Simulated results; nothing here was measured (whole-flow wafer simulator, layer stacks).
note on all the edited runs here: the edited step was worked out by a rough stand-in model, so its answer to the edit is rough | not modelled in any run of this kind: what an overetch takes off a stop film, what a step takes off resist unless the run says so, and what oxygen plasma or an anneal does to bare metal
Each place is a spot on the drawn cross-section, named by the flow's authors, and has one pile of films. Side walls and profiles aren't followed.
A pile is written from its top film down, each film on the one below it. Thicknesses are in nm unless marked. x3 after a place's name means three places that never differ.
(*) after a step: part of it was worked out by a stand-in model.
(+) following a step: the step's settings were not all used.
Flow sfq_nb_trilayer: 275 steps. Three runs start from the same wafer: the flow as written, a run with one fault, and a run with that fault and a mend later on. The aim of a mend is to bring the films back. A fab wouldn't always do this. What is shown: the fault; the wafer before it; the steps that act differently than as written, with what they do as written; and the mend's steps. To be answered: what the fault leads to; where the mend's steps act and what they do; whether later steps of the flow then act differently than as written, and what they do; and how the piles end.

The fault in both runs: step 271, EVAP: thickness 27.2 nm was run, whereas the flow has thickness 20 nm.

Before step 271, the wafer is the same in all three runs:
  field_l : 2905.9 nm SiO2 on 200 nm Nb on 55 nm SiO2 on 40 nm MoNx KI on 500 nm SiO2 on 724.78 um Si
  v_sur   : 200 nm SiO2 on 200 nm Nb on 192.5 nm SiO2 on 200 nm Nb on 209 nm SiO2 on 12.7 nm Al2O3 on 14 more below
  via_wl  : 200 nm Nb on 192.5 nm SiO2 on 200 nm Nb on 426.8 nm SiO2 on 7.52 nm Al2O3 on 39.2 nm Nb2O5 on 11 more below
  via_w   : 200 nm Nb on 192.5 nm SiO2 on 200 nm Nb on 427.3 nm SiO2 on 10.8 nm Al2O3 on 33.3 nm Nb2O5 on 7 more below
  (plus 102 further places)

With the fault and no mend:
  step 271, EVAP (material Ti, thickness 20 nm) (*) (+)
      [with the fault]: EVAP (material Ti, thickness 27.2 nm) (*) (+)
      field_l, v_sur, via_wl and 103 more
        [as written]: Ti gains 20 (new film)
        [with the fault]: Ti gains 27.2 (new film)
  Later steps of the flow acting differently than as written:
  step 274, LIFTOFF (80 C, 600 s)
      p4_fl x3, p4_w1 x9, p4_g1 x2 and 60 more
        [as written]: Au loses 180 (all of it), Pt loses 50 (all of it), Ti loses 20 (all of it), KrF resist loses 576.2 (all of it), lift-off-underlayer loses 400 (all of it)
        [with the fault]: Au loses 180 (all of it), Pt loses 50 (all of it), Ti loses 27.2 (all of it), KrF resist loses 576.2 (all of it), lift-off-underlayer loses 400 (all of it)
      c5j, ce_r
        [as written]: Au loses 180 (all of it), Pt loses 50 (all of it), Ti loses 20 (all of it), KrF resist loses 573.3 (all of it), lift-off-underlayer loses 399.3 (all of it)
        [with the fault]: Au loses 180 (all of it), Pt loses 50 (all of it), Ti loses 27.2 (all of it), KrF resist loses 573.3 (all of it), lift-off-underlayer loses 399.3 (all of it)
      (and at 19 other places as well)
  At field_l, v_sur, via_wl and 8 more, the piles at the end differ from the flow's by more than 2% or 0.5 nm, whichever is larger.
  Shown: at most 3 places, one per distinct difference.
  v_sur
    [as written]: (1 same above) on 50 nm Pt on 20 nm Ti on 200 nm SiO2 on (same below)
    [with the fault]: (1 same above) on 50 nm Pt on 27.2 nm Ti on 200 nm SiO2 on (same below)
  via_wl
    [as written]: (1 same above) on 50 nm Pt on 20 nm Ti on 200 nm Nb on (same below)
    [with the fault]: (1 same above) on 50 nm Pt on 27.2 nm Ti on 200 nm Nb on (same below)
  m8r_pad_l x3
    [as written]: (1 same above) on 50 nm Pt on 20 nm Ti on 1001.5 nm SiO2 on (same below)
    [with the fault]: (1 same above) on 50 nm Pt on 27.2 nm Ti on 1001.5 nm SiO2 on (same below)

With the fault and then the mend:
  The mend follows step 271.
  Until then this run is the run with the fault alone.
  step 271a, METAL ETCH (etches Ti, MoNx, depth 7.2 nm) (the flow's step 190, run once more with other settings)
      field_l, v_sur, via_wl and 103 more
        Ti loses 7.2
  Later steps of the flow that are run all act as written at every place that is followed.
  At every place that both follow, the piles at the end match the flow's.
